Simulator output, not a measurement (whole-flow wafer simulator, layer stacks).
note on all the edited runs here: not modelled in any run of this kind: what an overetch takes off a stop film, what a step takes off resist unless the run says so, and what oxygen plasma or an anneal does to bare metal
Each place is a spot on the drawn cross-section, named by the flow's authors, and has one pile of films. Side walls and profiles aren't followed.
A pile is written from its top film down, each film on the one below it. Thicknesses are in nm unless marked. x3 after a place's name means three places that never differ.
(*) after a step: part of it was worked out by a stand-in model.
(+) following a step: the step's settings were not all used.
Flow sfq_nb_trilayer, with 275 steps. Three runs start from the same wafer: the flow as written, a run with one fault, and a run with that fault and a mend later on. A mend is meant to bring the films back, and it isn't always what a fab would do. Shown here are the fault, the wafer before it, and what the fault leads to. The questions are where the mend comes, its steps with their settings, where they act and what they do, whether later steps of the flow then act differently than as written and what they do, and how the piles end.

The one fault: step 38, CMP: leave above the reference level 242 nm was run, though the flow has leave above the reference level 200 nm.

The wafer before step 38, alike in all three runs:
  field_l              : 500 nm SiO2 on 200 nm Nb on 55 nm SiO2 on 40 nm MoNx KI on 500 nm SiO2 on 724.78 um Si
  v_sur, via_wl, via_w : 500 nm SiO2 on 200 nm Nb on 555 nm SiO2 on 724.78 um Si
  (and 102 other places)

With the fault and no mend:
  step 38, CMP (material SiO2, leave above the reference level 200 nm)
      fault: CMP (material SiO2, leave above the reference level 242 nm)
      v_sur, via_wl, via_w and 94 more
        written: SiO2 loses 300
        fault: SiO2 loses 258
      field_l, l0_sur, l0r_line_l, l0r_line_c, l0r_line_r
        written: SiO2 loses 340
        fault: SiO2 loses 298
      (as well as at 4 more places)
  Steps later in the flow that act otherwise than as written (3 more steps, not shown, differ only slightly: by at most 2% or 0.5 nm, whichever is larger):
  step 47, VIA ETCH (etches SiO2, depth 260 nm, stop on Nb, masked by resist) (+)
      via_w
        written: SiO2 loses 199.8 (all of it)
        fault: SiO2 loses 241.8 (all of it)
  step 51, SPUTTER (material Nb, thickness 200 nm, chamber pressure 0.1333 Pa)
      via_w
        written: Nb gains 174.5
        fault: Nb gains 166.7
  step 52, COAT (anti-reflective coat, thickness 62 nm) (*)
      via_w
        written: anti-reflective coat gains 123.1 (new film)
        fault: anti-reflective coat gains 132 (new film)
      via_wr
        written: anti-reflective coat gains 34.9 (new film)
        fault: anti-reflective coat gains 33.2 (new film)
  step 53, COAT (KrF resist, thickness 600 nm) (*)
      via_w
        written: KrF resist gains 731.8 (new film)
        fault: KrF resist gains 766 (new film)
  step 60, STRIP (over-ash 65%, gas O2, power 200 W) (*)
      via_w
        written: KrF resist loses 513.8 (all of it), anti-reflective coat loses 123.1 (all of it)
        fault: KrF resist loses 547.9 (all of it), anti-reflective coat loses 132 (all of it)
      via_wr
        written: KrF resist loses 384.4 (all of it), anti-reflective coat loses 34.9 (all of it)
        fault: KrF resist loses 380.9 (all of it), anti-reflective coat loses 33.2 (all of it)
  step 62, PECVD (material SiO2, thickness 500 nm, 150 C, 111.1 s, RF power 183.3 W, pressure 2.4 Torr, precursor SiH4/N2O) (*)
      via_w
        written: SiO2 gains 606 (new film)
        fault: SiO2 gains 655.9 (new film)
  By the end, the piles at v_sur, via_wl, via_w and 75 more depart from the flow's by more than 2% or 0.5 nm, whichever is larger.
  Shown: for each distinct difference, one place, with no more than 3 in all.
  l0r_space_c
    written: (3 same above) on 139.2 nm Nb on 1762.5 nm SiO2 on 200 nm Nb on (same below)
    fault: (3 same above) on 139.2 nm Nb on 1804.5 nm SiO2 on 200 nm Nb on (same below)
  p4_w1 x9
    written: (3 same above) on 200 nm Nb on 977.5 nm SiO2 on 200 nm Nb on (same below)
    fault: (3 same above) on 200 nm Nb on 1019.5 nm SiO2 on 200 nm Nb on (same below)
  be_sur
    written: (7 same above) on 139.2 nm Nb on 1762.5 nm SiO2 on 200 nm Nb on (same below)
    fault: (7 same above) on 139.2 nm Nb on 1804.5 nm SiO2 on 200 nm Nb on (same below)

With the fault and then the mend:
  After step 39 comes the mend.
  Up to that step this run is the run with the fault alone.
  step 39a, CMP (material SiO2, leave above the reference level 200 nm) (the flow's step 38 again)
      field_l, v_sur, via_wl and 103 more
        SiO2 loses 42
  Every later step of the flow that is run acts as written at every place that is followed.
  The piles end the same as the flow's at every place that both follow.
